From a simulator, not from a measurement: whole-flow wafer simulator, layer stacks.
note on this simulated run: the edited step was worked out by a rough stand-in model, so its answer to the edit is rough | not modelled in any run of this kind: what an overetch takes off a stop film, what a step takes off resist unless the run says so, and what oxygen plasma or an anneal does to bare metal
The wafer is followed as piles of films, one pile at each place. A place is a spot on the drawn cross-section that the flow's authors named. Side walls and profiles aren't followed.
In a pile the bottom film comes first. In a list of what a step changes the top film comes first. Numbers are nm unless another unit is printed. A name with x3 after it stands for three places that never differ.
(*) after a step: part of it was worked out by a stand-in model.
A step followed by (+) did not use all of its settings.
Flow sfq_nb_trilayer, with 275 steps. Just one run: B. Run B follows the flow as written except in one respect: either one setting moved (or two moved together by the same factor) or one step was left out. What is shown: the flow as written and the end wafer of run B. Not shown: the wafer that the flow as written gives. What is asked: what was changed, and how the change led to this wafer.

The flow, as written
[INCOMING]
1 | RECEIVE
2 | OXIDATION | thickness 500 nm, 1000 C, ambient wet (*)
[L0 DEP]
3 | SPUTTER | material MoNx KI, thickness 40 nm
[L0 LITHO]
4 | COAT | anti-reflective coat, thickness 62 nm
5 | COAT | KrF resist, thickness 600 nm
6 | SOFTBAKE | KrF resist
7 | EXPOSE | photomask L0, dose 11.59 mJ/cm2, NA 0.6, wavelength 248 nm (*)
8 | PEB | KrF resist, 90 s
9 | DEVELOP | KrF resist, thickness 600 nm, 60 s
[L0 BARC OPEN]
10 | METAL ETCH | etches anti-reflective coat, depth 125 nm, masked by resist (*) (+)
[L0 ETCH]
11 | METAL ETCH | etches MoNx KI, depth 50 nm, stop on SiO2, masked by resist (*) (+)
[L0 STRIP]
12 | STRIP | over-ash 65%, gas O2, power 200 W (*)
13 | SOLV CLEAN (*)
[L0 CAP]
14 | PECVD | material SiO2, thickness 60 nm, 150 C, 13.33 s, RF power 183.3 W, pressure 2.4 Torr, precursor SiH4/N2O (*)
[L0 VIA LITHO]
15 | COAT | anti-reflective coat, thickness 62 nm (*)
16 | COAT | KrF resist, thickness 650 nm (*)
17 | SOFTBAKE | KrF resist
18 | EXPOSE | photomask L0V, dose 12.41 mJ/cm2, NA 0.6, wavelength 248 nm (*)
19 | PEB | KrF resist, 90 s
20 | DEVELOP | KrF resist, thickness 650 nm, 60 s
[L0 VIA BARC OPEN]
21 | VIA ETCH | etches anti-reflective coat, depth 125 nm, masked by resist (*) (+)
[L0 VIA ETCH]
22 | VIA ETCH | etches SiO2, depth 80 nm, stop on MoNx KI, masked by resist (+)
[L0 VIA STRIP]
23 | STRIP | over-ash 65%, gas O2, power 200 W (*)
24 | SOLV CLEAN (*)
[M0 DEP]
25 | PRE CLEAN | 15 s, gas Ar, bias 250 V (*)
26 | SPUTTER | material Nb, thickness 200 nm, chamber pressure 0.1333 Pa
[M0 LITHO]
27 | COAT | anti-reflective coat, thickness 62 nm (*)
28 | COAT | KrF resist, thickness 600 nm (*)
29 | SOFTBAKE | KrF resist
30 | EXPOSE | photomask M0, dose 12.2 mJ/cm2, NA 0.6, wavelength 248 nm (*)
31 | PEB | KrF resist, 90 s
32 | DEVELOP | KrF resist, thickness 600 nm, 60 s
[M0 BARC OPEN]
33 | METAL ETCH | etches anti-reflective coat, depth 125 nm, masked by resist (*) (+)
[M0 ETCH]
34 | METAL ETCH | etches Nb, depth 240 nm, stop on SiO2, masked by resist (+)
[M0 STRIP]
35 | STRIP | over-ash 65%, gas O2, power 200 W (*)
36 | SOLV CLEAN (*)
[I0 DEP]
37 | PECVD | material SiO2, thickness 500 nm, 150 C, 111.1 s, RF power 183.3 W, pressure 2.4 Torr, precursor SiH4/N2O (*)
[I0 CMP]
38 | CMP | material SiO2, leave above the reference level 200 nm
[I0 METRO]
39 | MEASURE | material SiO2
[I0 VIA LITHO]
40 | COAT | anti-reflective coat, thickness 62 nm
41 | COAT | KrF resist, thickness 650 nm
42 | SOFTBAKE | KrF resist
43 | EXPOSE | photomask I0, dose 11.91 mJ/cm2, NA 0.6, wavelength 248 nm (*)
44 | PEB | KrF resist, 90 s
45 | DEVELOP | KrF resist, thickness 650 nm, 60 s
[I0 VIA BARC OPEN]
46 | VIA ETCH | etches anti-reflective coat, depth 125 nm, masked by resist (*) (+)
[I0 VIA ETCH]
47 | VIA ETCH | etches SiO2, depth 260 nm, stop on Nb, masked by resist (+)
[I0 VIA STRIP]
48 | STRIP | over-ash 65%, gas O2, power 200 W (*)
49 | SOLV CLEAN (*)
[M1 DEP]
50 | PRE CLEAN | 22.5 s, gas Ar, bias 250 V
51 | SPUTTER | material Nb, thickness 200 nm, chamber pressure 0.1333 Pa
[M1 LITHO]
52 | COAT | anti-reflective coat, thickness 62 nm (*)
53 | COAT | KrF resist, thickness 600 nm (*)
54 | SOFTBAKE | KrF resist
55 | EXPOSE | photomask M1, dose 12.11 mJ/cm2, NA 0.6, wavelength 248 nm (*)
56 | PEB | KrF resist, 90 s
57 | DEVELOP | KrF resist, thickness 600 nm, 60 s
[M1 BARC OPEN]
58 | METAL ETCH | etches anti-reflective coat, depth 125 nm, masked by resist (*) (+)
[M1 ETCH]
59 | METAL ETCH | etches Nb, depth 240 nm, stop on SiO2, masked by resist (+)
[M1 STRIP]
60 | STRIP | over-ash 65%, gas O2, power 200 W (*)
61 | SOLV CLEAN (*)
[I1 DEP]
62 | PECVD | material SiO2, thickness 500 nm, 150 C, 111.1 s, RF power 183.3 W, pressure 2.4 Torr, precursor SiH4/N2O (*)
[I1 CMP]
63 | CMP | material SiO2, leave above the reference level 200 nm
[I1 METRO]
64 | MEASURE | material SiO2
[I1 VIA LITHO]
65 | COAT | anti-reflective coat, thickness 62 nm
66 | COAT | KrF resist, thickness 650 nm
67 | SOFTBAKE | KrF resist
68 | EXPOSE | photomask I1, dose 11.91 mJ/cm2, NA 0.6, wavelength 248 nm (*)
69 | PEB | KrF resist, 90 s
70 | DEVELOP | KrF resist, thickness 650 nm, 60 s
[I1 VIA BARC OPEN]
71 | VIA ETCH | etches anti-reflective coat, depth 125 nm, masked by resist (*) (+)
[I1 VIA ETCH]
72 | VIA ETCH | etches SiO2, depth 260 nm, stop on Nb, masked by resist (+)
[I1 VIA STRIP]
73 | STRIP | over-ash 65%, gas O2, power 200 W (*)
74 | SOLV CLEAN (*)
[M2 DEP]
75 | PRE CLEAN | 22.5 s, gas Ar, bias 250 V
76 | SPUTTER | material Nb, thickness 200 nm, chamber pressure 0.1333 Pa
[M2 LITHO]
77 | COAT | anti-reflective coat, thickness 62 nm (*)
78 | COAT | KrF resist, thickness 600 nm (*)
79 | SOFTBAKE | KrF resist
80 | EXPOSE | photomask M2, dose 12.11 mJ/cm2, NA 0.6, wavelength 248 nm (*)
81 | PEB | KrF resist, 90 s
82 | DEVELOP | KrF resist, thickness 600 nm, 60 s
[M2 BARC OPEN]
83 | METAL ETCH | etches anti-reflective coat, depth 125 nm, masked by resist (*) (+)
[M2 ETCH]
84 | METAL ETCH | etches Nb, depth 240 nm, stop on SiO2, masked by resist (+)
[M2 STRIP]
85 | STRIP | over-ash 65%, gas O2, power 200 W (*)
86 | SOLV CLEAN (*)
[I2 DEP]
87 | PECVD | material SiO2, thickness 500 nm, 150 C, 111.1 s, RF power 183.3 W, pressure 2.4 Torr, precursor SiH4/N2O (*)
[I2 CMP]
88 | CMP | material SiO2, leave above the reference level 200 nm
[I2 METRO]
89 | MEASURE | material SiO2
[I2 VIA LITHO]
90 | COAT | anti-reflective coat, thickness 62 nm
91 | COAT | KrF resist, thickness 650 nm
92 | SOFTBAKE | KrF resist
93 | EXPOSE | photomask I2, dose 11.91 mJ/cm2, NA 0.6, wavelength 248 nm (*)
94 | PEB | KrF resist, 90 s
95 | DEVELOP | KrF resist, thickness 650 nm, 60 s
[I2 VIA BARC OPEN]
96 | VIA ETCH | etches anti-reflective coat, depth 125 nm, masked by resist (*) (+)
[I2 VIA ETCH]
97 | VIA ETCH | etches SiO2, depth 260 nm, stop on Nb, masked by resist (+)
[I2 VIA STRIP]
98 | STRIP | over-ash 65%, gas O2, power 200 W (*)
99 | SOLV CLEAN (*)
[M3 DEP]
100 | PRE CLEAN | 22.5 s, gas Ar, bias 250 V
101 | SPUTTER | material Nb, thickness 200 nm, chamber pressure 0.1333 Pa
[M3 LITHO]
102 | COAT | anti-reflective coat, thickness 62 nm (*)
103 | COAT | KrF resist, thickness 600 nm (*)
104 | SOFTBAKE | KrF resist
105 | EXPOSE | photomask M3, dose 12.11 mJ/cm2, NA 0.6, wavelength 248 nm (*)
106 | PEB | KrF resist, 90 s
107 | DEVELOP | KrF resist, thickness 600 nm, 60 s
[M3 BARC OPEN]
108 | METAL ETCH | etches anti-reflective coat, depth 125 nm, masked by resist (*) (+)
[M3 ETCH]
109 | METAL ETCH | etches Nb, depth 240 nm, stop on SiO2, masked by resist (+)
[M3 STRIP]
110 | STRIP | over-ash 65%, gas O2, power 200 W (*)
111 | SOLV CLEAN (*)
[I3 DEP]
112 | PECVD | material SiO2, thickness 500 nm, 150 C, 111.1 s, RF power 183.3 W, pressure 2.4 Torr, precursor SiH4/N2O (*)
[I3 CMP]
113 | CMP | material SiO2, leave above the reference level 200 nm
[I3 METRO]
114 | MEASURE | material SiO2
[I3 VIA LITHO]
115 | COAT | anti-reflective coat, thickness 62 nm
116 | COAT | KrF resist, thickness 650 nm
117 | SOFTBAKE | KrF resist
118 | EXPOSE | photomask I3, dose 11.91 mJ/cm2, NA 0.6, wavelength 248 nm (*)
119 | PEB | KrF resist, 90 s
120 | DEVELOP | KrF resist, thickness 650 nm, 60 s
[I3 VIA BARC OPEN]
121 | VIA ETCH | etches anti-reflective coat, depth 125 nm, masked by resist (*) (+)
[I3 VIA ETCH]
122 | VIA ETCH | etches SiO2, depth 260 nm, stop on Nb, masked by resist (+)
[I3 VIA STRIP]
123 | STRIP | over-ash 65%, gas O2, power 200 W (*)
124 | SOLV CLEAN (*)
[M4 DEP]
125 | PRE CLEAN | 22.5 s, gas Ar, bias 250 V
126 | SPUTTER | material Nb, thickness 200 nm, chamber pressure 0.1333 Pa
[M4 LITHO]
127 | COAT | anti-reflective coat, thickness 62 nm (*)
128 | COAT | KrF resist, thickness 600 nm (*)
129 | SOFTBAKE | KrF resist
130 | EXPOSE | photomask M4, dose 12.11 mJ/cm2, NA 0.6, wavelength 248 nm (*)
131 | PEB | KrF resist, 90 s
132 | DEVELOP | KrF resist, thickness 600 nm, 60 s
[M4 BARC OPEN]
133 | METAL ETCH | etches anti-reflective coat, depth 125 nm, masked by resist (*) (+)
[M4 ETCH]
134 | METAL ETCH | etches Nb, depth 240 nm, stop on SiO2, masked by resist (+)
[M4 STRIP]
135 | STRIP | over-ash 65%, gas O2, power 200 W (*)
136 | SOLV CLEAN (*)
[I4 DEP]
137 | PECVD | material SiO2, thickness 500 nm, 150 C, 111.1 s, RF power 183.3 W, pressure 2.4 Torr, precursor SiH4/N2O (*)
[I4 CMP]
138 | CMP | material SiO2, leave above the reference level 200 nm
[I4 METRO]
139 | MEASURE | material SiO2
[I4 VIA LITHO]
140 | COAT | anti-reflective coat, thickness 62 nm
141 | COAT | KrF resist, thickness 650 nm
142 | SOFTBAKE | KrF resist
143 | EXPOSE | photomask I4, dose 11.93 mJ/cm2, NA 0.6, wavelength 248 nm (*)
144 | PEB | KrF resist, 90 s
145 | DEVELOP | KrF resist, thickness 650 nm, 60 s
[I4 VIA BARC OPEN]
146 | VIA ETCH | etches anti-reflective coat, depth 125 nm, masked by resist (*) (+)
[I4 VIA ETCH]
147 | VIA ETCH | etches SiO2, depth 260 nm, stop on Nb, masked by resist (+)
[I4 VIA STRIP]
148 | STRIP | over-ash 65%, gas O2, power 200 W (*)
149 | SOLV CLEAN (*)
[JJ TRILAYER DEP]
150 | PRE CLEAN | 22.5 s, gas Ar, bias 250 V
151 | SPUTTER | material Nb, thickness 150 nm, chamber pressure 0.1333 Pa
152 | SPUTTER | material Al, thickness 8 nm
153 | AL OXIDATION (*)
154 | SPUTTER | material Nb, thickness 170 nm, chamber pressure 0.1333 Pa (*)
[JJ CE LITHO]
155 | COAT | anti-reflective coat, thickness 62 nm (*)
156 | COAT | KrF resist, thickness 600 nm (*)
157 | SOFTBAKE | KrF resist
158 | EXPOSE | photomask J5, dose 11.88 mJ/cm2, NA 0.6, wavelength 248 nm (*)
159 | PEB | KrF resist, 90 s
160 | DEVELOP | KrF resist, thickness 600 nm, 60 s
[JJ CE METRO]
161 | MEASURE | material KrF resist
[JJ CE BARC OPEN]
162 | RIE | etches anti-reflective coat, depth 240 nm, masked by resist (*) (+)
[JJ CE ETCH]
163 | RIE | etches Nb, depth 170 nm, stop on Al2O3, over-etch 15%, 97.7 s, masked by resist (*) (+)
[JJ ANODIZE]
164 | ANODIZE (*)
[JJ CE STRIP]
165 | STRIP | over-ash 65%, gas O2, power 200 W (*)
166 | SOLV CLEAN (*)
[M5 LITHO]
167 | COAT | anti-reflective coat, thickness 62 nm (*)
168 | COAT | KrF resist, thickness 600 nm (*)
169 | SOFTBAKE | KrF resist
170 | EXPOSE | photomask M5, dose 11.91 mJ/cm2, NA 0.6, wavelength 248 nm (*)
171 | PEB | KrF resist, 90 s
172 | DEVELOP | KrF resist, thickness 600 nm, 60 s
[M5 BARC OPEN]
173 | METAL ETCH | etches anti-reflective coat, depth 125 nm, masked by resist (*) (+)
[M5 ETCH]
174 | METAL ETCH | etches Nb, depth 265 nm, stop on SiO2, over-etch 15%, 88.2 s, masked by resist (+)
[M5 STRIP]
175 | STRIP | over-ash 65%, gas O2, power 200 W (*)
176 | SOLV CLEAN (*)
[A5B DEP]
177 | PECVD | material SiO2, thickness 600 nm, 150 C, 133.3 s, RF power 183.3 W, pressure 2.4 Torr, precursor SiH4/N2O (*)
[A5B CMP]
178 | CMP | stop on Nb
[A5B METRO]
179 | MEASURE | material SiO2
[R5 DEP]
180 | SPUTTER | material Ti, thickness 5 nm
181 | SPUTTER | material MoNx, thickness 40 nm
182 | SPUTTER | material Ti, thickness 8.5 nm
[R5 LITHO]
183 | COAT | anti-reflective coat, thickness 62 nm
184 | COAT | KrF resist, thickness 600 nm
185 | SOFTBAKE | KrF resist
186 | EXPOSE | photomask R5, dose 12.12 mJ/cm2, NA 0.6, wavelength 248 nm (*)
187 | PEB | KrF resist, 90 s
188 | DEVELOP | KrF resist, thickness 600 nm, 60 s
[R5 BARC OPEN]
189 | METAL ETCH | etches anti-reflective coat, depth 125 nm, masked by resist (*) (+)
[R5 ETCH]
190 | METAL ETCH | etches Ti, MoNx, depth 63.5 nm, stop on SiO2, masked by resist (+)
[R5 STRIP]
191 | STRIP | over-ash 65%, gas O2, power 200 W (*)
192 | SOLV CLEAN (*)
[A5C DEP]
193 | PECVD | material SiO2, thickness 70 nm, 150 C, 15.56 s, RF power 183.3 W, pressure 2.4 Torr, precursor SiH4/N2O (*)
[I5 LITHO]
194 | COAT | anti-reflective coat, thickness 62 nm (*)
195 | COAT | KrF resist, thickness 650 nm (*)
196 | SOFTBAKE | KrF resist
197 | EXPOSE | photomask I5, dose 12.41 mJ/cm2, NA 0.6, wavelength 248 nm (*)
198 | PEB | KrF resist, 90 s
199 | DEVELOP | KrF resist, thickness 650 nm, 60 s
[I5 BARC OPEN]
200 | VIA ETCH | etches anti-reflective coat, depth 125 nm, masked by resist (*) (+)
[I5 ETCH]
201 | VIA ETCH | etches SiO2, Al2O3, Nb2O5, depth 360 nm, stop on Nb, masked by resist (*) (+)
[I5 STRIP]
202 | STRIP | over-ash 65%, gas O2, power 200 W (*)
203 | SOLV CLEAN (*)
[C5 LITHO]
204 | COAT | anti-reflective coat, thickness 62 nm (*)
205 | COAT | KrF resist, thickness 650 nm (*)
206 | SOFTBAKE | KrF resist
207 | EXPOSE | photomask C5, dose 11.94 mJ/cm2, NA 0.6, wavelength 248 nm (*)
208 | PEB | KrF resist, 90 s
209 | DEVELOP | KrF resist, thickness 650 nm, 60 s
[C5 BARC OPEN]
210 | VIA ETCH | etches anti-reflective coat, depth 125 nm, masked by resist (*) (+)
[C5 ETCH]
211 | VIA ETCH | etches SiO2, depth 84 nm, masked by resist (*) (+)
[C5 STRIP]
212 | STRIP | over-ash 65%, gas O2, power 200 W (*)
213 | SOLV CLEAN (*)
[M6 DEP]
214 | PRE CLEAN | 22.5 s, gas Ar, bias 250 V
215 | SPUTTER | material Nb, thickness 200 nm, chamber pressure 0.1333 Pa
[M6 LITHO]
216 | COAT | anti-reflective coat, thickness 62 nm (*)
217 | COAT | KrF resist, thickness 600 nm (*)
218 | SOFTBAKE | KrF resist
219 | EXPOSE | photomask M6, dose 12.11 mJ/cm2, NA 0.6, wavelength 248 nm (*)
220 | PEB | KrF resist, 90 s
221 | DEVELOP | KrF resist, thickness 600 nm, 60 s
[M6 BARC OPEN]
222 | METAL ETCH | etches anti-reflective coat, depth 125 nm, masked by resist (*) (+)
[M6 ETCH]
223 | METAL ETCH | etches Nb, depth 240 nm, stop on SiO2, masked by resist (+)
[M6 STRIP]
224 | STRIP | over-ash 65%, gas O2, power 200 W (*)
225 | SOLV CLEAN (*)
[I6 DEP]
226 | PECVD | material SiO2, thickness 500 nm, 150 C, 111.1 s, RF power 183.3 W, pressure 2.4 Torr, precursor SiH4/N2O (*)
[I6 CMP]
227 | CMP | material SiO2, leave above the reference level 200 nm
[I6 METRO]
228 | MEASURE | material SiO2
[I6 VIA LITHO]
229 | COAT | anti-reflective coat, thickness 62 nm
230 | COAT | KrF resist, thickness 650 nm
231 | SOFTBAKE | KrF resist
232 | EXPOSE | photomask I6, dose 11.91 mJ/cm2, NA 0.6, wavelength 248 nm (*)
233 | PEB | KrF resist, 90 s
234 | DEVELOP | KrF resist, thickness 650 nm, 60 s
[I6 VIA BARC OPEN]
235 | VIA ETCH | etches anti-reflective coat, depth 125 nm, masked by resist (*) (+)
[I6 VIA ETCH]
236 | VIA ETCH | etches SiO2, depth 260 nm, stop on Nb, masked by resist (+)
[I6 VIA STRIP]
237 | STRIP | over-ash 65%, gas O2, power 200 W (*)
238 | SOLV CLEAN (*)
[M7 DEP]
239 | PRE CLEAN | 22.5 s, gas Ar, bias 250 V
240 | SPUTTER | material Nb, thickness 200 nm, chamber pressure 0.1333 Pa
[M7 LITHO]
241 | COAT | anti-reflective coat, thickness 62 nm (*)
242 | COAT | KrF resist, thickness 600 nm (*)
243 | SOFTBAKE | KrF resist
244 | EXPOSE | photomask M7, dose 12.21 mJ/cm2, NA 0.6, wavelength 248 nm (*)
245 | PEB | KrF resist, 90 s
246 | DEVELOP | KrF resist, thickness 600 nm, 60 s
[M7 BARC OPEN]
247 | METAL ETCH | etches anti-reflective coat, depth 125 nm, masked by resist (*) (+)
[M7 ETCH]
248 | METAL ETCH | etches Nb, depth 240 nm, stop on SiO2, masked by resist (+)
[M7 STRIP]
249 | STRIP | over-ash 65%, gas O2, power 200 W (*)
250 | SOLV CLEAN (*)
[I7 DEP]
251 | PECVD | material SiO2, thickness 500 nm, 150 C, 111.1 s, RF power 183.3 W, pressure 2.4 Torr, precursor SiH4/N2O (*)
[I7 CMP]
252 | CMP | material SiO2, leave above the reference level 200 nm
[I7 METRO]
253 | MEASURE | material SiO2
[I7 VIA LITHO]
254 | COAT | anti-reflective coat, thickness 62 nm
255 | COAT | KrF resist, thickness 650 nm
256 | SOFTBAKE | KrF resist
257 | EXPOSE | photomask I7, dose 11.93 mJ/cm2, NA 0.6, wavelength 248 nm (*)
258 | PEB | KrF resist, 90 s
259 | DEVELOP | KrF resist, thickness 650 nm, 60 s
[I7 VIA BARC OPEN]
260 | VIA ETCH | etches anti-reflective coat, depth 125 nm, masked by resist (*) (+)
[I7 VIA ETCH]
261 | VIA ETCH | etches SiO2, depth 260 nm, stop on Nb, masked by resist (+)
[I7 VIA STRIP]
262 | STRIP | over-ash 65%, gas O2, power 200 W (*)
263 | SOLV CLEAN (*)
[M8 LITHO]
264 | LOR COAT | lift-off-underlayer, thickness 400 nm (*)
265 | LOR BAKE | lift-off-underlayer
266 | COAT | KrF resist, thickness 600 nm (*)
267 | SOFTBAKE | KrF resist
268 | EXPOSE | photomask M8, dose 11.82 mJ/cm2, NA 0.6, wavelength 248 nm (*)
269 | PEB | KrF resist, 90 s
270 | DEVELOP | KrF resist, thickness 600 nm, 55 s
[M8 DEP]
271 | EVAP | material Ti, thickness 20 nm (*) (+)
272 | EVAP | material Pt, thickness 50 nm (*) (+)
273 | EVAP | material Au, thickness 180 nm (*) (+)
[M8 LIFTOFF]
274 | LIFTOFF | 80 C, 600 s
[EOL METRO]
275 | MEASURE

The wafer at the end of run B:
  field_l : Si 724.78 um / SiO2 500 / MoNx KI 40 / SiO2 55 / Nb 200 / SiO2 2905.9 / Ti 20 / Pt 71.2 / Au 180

Cause: step 272, EVAP: thickness 71.2 nm was run, though the flow has thickness 50 nm.
One can read it off the wafer: field_l has Pt 71.2, and step 272 as written asks for 50 nm.

Step by step, how the change led to this:
  272 | EVAP | material Pt, thickness 50 nm (*) (+)
      field_l, v_sur, via_wl and 103 more: +71.2 Pt (new film) (in the flow as written it would be: +50 Pt (new film))
  274 | LIFTOFF | 80 C, 600 s
      p4_fl, p4_fm, p4_w1 and 71 more: -180 Au (all of it), -71.2 Pt (all of it), -20 Ti (all of it), -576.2 KrF resist (all of it), -400 lift-off-underlayer (all of it) (in the flow as written it would be: -180 Au (all of it), -50 Pt (all of it), -20 Ti (all of it), -576.2 KrF resist (all of it), -400 lift-off-underlayer (all of it))
      c5j, ce_r: -180 Au (all of it), -71.2 Pt (all of it), -20 Ti (all of it), -573.3 KrF resist (all of it), -399.3 lift-off-underlayer (all of it) (in the flow as written it would be: -180 Au (all of it), -50 Pt (all of it), -20 Ti (all of it), -573.3 KrF resist (all of it), -399.3 lift-off-underlayer (all of it))
      (and at 19 other places as well)
